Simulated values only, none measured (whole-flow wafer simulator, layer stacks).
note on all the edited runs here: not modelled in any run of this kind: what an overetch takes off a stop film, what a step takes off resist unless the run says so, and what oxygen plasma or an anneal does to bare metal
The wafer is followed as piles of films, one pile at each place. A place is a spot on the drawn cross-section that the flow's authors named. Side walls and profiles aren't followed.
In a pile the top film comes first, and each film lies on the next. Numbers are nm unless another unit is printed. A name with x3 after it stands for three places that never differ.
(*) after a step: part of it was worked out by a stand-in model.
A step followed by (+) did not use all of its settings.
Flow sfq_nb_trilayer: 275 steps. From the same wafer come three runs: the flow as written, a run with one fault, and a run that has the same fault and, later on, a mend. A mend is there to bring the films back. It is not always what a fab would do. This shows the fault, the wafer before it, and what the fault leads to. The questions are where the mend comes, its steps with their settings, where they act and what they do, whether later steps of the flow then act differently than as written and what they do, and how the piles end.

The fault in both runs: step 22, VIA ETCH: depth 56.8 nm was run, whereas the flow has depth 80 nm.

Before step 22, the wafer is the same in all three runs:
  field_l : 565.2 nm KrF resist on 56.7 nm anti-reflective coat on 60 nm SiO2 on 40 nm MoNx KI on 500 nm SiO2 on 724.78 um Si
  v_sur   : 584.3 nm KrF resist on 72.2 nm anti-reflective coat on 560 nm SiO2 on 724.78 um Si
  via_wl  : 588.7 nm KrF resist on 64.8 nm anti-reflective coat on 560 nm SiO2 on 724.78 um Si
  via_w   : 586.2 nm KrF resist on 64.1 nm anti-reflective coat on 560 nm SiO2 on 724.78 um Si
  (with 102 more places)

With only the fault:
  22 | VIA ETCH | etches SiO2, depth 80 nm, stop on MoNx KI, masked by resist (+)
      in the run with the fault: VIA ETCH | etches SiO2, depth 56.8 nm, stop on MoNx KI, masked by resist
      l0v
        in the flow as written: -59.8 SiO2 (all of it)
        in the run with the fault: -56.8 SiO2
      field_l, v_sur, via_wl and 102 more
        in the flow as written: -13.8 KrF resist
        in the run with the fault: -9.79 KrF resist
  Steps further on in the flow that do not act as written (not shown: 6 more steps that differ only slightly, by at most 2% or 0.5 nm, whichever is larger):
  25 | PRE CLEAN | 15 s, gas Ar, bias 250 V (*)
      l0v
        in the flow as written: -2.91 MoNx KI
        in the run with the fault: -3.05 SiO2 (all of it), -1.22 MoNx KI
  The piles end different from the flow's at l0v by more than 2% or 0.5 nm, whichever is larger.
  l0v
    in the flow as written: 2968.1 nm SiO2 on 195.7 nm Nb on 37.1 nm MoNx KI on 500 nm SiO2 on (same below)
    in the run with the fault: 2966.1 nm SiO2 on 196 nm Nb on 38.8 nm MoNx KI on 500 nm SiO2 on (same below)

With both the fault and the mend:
  After step 23 comes the mend.
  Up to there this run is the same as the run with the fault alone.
  23a | COAT | anti-reflective coat, thickness 62 nm (*) (the flow's step 15 again)
      p4_fl x3, p4_w1 x9, p4_g1 x2 and 59 more
        +62 anti-reflective coat (new film)
      gap, jj_sur, ce_l and 8 more
        +63.6 anti-reflective coat (new film)
      wire, be, be_sur, field_r, lsp_l
        +63.7 anti-reflective coat (new film)
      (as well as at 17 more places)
  23b | COAT | KrF resist, thickness 650 nm (*) (the flow's step 16 again)
      p4_fl x3, p4_w1 x9, p4_g1 x2 and 59 more
        +650 KrF resist (new film)
      c5j, ce_r, sp_r, be_r, r_sur, res
        +656.7 KrF resist (new film)
      gap, jj_sur, ce_l, r_end
        +656.8 KrF resist (new film)
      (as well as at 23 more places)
  23c | SOFTBAKE | KrF resist (the flow's step 17 again)
      leaves every film unchanged at each place that is followed
  23d | EXPOSE | photomask L0V, dose 12.41 mJ/cm2, NA 0.6, wavelength 248 nm (*) (the flow's step 18 again)
      leaves every film unchanged at each place that is followed
  23e | PEB | KrF resist, 90 s (the flow's step 19 again)
      p4_fl x3, p4_w1 x9, p4_g1 x2 and 59 more
        -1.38 KrF resist
      via_sp, via_v, wire and 18 more
        -1.39 KrF resist
      v_sur, via_w, via_wr, ln_m6
        -1.4 KrF resist
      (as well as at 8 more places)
  23f | DEVELOP | KrF resist, thickness 650 nm, 60 s (the flow's step 20 again)
      field_l, v_sur, via_wl and 102 more
        -23.5 KrF resist
      l0v
        -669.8 KrF resist (all of it)
  23g | VIA ETCH | etches anti-reflective coat, depth 125 nm, masked by resist (*) (+) (the flow's step 21 again)
      field_l, v_sur, via_wl and 102 more
        -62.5 KrF resist
      l0v
        -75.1 anti-reflective coat (all of it), -0.19 SiO2
  23h | VIA ETCH | etches SiO2, depth 23.2 nm, stop on MoNx KI, masked by resist (+) (the flow's step 22 again, with other settings)
      field_l, v_sur, via_wl and 102 more
        -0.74 KrF resist
      l0v
        -2.86 SiO2 (all of it)
  23i | STRIP | over-ash 65%, gas O2, power 200 W (*) (the flow's step 23 again)
      p4_fl x3, p4_w1 x9, p4_g1 x2 and 59 more
        -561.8 KrF resist (all of it), -62 anti-reflective coat (all of it)
      c5j, ce_r, sp_r, be_r, r_sur, res
        -568.5 KrF resist (all of it), -63.6 anti-reflective coat (all of it)
      gap, jj_sur, ce_l, r_end
        -568.6 KrF resist (all of it), -63.6 anti-reflective coat (all of it)
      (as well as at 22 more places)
  Every later step of the flow that is run acts as written at every place that is followed.
  The piles end the same as the flow's at every place that both follow.
